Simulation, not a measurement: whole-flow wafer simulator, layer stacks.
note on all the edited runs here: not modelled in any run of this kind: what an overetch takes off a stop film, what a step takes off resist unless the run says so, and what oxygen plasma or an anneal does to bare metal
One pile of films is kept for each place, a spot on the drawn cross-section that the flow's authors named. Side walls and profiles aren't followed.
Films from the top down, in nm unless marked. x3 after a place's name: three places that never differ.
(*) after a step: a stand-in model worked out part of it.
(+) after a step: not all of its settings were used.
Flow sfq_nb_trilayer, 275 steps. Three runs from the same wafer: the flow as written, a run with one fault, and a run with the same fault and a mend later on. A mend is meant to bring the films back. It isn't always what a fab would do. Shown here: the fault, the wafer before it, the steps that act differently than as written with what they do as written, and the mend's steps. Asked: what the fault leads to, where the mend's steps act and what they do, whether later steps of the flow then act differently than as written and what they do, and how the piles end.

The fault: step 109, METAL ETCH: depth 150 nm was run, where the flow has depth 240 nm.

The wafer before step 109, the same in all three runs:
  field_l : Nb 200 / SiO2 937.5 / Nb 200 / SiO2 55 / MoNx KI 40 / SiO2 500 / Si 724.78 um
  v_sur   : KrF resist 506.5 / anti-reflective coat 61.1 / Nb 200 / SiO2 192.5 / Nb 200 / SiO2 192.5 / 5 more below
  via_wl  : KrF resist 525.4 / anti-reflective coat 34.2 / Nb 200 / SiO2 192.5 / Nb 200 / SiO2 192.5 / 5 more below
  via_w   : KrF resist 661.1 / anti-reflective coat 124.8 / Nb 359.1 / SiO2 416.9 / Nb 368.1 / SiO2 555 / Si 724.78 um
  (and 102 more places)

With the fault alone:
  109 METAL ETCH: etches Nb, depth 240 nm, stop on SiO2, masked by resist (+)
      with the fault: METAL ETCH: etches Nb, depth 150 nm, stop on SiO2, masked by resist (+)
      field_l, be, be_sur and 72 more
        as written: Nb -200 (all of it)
        with the fault: Nb -150
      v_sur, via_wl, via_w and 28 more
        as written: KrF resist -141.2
        with the fault: KrF resist -88.2
  Later steps of the flow that act differently than as written:
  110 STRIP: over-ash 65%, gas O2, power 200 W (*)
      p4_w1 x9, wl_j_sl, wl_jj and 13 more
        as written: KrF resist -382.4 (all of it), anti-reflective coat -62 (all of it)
        with the fault: KrF resist -435.3 (all of it), anti-reflective coat -62 (all of it)
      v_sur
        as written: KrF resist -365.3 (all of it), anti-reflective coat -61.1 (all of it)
        with the fault: KrF resist -418.3 (all of it), anti-reflective coat -61.1 (all of it)
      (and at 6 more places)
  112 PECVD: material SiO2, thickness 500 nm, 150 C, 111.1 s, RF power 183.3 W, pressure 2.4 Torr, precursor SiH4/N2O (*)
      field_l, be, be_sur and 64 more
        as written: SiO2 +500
        with the fault: SiO2 +500 (new film)
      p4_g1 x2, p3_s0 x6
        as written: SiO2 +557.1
        with the fault: SiO2 +507.1 (new film)
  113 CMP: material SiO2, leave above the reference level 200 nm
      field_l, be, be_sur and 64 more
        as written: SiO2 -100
        with the fault: SiO2 -150
  At the end the piles differ from the flow's by more than 2% or 0.5 nm, whichever is larger, at field_l, be, be_sur and 72 more.
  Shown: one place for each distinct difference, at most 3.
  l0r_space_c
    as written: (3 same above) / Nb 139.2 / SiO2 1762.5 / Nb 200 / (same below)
    with the fault: (3 same above) / Nb 139.2 / SiO2 735 / Nb 50 / SiO2 977.5 / Nb 200 / (same below)
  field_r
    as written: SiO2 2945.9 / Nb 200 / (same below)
    with the fault: SiO2 1918.4 / Nb 50 / SiO2 977.5 / Nb 200 / (same below)
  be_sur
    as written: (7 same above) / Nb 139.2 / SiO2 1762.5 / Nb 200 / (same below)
    with the fault: (7 same above) / Nb 139.2 / SiO2 735 / Nb 50 / SiO2 977.5 / Nb 200 / (same below)

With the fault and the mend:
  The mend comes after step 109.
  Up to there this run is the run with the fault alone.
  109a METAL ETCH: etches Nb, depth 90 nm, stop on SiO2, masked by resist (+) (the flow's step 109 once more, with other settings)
      field_l, be, be_sur and 72 more
        Nb -50 (all of it)
      v_sur, via_wl, via_w and 28 more
        KrF resist -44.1
  Later steps of the flow that act differently than as written:
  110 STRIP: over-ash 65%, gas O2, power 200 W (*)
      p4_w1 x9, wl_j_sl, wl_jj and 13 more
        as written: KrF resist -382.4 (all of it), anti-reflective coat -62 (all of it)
        with the mend: KrF resist -391.2 (all of it), anti-reflective coat -62 (all of it)
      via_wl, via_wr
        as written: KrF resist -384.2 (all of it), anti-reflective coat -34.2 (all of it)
        with the mend: KrF resist -393 (all of it), anti-reflective coat -34.2 (all of it)
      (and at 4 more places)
  At the end the piles are the same as the flow's at every place that both follow.
